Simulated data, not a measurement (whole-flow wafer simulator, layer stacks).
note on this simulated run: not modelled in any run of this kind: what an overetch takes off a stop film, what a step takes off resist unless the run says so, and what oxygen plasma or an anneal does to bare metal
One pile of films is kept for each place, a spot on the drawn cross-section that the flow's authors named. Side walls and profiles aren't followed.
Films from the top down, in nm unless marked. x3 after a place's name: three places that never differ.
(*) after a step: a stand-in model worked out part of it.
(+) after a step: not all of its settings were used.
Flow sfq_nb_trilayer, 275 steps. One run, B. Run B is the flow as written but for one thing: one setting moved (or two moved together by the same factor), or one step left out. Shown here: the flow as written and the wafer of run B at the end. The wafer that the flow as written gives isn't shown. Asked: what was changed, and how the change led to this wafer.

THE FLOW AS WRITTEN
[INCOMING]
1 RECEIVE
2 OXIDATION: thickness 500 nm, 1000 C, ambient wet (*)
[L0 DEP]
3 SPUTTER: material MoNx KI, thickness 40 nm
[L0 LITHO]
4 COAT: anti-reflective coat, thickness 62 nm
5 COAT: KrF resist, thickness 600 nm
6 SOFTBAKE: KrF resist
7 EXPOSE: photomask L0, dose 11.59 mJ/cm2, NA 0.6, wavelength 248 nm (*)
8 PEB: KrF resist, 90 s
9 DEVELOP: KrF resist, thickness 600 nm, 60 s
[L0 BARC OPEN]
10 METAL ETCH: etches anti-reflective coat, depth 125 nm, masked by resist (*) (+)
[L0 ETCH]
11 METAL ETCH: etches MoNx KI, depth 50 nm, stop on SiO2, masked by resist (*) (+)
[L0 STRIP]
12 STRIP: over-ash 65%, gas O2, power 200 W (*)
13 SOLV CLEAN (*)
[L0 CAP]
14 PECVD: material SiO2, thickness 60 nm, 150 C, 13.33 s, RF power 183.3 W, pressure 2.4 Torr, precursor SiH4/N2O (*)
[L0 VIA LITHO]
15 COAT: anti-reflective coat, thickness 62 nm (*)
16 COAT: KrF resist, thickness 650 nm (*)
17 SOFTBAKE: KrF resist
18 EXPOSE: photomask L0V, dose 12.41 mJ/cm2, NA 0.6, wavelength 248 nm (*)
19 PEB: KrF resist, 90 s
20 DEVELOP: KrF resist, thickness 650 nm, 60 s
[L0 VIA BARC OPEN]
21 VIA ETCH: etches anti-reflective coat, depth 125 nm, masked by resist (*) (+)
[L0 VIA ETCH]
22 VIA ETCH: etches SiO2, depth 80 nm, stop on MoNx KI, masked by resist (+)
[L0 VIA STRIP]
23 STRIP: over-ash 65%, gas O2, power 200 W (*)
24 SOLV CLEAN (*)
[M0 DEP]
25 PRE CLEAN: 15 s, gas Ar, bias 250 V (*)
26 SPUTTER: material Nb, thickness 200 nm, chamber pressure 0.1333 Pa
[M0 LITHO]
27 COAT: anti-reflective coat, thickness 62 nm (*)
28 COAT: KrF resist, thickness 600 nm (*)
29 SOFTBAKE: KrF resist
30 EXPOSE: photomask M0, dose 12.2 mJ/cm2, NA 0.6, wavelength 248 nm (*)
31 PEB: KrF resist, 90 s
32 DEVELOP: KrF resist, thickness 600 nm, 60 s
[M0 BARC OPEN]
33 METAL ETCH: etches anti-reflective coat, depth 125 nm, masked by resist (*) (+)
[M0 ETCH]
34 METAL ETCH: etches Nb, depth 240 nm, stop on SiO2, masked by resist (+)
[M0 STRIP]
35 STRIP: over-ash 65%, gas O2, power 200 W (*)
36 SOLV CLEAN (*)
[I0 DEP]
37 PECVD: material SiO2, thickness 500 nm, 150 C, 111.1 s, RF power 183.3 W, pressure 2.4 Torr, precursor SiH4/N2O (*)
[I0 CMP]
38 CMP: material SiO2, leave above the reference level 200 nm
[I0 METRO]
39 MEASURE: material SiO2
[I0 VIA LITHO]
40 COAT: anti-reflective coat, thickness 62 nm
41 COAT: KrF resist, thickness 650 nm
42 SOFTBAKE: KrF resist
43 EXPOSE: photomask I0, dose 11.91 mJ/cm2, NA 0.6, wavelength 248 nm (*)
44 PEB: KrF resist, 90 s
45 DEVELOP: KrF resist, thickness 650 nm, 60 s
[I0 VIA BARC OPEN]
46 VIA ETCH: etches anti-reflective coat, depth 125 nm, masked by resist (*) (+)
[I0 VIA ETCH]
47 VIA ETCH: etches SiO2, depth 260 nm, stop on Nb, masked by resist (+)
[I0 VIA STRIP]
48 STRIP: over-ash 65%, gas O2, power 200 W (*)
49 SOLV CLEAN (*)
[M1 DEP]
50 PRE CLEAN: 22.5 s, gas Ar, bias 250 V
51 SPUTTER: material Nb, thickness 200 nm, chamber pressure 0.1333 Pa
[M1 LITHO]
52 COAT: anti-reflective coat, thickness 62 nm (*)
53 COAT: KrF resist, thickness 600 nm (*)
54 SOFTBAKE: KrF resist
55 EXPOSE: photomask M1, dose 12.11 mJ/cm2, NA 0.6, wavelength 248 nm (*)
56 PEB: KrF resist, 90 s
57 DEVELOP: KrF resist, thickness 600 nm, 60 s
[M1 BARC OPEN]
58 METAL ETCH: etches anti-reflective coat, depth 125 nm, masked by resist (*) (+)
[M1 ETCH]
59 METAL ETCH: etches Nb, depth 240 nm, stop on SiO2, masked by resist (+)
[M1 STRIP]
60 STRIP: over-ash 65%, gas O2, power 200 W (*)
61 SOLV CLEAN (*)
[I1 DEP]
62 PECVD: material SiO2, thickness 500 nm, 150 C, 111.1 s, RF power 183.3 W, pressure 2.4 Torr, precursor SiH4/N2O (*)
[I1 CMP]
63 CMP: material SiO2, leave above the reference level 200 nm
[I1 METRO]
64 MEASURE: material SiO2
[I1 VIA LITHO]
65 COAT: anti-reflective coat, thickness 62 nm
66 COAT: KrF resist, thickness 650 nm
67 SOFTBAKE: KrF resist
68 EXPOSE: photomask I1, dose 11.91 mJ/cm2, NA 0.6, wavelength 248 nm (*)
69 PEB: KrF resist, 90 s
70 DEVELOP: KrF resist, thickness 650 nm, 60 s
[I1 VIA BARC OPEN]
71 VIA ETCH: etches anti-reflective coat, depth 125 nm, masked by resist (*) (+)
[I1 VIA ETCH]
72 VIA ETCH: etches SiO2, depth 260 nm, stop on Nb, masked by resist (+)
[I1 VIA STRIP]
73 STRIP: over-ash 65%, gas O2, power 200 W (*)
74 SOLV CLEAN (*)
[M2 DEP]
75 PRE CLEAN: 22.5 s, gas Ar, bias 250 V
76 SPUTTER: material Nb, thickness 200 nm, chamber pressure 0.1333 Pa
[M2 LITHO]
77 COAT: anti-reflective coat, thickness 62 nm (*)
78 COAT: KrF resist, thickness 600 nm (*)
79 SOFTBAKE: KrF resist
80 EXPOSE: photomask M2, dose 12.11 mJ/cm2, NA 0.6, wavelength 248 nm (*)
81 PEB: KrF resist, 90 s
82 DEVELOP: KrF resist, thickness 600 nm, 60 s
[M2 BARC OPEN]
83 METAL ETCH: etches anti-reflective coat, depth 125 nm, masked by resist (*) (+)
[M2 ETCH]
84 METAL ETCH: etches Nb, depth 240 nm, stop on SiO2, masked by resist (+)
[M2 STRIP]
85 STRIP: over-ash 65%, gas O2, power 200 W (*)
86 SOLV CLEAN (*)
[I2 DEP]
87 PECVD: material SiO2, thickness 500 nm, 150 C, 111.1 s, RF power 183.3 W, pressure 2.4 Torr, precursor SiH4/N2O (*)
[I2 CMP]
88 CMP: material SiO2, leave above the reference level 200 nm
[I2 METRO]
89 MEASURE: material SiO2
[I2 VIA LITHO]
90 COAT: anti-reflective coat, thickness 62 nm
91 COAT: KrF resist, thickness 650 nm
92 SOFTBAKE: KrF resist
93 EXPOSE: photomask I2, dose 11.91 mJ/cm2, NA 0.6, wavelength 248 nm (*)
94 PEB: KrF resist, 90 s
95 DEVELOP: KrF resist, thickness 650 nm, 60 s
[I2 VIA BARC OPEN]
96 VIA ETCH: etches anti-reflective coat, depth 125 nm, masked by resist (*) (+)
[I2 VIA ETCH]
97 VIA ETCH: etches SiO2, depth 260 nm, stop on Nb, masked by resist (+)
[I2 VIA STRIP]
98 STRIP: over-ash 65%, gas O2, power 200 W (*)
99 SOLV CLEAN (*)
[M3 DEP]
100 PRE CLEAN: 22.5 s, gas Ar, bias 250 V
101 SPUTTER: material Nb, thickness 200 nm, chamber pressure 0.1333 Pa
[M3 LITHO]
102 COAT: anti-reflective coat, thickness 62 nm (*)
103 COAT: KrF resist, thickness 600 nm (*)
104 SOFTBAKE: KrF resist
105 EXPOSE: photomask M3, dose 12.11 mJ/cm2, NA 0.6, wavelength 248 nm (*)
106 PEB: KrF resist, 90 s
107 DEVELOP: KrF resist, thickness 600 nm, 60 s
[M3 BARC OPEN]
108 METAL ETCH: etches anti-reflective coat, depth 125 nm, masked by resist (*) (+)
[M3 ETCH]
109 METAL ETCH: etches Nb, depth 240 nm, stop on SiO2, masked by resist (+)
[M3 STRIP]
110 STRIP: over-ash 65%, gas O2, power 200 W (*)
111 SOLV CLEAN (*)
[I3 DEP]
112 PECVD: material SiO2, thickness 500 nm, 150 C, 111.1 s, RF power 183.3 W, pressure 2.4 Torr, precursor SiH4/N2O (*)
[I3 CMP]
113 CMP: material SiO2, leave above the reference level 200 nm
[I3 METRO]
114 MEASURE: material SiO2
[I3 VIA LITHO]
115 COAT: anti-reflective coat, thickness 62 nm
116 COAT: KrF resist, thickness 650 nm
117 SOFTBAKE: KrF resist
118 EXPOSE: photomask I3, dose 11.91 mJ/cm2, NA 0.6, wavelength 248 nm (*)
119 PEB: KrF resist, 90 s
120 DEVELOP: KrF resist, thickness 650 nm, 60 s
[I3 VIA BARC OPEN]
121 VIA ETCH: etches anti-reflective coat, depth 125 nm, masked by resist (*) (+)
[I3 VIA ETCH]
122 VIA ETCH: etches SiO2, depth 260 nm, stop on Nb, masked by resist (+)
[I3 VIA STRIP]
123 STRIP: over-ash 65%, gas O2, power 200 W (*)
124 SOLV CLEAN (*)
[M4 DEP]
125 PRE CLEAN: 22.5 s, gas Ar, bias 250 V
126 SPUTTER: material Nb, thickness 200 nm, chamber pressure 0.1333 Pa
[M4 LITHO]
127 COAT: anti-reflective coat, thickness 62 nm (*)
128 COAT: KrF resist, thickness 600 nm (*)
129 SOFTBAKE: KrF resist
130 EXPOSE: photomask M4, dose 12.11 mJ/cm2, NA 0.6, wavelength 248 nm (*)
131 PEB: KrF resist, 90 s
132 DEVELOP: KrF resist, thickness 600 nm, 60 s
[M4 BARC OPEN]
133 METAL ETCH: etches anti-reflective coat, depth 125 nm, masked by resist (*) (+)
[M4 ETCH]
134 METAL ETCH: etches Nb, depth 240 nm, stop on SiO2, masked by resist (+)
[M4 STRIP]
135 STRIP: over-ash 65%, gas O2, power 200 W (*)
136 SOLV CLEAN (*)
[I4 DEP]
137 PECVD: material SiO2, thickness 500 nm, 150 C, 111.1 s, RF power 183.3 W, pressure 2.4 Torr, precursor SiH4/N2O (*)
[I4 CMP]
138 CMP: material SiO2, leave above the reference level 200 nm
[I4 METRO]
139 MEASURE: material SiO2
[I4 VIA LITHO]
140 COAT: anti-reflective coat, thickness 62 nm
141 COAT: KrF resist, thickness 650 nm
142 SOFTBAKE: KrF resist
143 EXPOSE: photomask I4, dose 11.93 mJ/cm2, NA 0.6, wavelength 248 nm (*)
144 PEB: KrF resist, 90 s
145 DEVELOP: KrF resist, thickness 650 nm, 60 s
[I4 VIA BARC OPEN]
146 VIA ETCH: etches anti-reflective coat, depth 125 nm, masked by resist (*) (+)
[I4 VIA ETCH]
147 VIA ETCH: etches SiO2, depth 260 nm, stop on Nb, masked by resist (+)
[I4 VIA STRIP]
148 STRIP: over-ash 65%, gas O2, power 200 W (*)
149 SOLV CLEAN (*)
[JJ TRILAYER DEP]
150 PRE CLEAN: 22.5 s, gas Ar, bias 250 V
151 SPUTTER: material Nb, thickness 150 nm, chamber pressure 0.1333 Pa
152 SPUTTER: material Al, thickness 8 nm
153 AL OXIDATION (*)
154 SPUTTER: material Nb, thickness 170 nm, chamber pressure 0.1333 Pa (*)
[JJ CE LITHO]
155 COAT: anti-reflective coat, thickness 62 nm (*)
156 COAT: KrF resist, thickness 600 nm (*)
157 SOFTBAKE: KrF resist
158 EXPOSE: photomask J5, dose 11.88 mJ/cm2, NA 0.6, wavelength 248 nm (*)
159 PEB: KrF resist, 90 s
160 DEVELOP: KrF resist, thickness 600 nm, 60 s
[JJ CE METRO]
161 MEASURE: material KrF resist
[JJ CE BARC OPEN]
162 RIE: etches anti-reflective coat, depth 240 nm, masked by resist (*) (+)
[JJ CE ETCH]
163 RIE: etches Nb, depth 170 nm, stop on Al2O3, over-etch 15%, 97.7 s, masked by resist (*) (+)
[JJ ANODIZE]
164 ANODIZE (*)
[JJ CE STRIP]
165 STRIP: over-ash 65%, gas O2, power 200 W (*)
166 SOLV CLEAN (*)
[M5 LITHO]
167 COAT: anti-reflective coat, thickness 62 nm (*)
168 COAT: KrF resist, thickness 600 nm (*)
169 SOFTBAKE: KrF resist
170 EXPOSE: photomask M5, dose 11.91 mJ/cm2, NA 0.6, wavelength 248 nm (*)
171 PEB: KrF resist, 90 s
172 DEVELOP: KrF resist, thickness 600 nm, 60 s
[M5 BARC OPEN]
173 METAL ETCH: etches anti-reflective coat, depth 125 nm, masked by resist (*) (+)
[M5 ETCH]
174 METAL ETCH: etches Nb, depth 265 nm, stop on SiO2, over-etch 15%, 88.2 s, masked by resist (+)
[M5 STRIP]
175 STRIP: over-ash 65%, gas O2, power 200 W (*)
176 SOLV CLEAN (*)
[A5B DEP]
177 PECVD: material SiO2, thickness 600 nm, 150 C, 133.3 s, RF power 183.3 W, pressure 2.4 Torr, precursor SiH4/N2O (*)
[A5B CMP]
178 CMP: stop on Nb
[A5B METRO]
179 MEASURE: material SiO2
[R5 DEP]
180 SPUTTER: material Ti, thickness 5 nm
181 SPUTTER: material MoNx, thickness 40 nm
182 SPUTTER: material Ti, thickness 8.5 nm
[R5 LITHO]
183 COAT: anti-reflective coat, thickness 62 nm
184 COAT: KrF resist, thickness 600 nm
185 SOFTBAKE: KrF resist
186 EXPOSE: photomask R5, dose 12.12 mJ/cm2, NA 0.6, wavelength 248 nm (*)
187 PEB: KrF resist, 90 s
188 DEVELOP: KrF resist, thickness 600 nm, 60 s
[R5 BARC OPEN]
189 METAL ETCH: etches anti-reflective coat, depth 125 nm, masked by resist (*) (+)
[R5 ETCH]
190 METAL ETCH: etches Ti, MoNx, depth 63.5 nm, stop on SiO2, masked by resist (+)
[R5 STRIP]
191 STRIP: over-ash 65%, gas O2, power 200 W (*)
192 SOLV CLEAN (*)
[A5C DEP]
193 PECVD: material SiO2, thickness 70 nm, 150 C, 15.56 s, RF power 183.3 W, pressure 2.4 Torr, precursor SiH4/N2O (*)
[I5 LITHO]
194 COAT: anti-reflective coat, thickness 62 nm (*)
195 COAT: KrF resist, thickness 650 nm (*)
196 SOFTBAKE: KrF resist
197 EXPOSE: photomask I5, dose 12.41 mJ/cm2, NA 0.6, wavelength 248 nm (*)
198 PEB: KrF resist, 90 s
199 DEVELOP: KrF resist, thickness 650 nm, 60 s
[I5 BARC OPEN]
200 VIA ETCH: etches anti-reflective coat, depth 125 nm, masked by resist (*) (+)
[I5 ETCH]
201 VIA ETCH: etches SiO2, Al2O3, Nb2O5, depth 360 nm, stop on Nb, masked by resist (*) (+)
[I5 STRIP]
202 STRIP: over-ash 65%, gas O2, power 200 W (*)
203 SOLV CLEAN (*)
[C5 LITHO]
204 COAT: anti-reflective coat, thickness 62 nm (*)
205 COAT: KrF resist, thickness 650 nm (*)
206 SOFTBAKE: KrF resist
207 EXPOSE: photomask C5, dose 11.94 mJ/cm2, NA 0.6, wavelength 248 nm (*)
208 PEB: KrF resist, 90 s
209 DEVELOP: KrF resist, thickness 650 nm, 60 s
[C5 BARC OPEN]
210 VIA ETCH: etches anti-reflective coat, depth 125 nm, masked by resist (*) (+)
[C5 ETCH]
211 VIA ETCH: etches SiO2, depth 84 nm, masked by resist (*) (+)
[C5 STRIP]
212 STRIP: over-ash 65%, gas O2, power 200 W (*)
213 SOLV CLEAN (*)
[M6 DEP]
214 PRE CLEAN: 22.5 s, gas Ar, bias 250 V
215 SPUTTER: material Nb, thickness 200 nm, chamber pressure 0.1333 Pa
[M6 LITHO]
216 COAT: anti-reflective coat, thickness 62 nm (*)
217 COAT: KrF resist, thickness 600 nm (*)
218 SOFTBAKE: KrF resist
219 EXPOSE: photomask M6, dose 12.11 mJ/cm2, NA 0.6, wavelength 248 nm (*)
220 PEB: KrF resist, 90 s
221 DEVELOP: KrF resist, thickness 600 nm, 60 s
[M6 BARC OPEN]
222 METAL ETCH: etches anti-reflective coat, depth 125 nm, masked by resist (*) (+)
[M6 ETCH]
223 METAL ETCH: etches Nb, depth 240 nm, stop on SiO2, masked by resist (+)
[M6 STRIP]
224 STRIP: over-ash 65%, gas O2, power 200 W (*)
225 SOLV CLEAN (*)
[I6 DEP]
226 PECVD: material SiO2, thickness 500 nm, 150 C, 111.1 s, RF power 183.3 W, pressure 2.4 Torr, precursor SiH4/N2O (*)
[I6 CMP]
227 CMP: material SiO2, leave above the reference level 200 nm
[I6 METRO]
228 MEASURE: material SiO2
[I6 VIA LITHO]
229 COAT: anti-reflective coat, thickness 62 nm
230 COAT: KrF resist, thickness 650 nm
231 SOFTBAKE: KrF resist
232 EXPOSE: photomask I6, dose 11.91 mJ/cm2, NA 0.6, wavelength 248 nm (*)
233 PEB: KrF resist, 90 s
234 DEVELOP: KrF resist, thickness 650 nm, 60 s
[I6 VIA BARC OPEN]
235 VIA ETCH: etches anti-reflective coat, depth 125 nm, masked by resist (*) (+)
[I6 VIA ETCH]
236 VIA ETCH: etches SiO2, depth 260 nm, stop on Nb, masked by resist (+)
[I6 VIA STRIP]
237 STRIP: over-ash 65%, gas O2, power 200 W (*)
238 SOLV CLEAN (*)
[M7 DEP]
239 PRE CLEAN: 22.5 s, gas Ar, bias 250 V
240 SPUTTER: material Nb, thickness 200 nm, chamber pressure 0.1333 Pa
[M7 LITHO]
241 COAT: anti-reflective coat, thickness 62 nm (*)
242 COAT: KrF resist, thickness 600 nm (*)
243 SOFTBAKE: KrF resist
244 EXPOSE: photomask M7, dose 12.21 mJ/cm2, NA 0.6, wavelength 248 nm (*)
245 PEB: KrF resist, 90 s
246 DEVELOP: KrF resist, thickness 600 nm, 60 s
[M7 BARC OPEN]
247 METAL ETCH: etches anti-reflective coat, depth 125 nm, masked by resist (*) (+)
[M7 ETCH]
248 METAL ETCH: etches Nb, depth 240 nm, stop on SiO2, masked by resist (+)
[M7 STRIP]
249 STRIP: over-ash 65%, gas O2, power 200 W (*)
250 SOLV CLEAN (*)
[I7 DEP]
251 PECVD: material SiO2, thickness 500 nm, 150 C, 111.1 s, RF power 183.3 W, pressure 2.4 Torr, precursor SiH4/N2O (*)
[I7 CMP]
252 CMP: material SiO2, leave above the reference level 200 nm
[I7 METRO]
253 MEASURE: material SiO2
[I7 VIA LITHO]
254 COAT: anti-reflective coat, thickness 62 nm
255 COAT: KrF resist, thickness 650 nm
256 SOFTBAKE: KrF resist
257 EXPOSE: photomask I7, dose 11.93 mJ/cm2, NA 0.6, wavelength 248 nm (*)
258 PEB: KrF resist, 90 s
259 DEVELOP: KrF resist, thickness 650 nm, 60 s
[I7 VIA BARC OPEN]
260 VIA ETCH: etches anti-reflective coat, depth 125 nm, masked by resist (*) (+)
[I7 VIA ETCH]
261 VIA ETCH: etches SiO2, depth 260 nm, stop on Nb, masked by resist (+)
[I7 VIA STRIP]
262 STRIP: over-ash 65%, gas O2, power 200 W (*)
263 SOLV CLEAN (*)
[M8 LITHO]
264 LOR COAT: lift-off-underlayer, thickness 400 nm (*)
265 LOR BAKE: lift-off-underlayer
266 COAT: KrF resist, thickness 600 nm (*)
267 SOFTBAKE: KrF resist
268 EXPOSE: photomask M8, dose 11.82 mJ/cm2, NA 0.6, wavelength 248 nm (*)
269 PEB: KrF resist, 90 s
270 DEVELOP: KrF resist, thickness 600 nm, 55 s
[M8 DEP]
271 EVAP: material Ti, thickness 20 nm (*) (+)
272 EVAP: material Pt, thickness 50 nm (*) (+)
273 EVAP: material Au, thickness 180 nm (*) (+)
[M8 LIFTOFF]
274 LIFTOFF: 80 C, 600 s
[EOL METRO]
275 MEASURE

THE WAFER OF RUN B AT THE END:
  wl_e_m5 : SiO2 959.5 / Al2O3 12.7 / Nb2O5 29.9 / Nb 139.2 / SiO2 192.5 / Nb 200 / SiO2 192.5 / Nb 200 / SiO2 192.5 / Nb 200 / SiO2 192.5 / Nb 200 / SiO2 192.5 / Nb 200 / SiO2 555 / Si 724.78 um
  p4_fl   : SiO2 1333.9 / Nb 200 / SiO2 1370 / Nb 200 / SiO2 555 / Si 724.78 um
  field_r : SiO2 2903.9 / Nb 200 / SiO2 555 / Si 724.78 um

The cause: step 227, CMP: leave above the reference level 158 nm was run, where the flow has leave above the reference level 200 nm.

How the change led to this, step by step:
  227 CMP: material SiO2, leave above the reference level 200 nm
      field_l, p4_fl, p4_fm and 59 more: SiO2 -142 (as written it would be: SiO2 -100)
      v_sur, via_wl, via_w and 15 more: SiO2 -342 (as written it would be: SiO2 -300)
      (and at 26 more places)
  236 VIA ETCH: etches SiO2, depth 260 nm, stop on Nb, masked by resist (+)
      field_l, v_sur, via_wl and 102 more: KrF resist -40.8 (as written it would be: KrF resist -44.8)
      via_v: SiO2 -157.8 (all of it) (as written it would be: SiO2 -199.8 (all of it))
  240 SPUTTER: material Nb, thickness 200 nm, chamber pressure 0.1333 Pa
      via_v: Nb +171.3 (as written it would be: Nb +161.1)
  241 COAT: anti-reflective coat, thickness 62 nm (*)
      via_v: anti-reflective coat +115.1 (new film) (as written it would be: anti-reflective coat +126 (new film))
  242 COAT: KrF resist, thickness 600 nm (*)
      via_v: KrF resist +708 (new film) (as written it would be: KrF resist +742.5 (new film))
  249 STRIP: over-ash 65%, gas O2, power 200 W (*)
      via_v: KrF resist -490.1 (all of it), anti-reflective coat -115.1 (all of it) (as written it would be: KrF resist -524.5 (all of it), anti-reflective coat -126 (all of it))
  251 PECVD: material SiO2, thickness 500 nm, 150 C, 111.1 s, RF power 183.3 W, pressure 2.4 Torr, precursor SiH4/N2O (*)
      via_v: SiO2 +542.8 (new film) (as written it would be: SiO2 +621 (new film))
  252 CMP: material SiO2, leave above the reference level 200 nm
      via_v: SiO2 -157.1 (as written it would be: SiO2 -183.1)
